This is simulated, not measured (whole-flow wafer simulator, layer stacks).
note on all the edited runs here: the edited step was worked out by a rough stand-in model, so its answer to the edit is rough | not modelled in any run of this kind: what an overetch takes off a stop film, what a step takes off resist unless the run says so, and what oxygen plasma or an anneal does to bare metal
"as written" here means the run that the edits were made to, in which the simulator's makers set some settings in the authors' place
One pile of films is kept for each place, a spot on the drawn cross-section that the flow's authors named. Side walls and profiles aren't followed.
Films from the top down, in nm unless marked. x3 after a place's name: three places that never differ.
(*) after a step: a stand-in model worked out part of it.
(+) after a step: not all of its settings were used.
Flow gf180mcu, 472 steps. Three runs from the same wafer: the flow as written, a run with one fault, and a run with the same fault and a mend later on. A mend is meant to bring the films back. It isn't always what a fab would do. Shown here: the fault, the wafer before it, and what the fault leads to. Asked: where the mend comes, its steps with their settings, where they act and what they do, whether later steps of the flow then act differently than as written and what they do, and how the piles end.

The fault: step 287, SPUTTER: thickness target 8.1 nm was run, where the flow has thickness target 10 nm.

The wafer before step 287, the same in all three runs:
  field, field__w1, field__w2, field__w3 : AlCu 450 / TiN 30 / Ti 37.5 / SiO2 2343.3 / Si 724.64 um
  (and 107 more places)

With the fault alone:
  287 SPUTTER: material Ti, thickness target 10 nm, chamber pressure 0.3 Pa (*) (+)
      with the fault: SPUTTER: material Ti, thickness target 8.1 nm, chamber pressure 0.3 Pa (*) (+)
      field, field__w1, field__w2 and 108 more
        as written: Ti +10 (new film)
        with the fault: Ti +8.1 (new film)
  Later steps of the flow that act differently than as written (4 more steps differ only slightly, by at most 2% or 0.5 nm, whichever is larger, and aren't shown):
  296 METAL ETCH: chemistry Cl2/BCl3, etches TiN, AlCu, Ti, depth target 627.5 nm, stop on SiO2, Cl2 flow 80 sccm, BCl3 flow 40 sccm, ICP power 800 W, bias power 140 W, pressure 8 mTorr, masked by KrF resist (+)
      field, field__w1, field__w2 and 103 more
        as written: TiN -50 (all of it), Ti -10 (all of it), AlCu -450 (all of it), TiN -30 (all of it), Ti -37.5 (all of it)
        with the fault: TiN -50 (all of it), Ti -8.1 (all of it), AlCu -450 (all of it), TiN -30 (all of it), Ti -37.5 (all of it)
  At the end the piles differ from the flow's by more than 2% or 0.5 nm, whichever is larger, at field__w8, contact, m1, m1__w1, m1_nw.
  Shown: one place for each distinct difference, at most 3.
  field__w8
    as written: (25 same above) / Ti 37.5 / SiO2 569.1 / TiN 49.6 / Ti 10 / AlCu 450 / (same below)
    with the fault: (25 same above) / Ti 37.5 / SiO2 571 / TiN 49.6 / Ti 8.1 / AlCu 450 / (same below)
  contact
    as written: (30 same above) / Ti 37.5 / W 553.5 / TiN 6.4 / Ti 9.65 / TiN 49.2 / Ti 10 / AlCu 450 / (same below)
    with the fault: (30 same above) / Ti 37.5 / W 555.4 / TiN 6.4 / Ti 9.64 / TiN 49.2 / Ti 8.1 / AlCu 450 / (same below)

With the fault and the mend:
  The mend comes after step 287.
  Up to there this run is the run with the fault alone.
  287a SPUTTER: material Ti, thickness target 1.9 nm, chamber pressure 0.3 Pa (*) (+) (the flow's step 287 once more, with other settings)
      field, field__w1, field__w2 and 108 more
        Ti +1.9
  No later step of the flow acts differently than as written at any place that is followed.
  At the end the piles are the same as the flow's at every place that both follow.
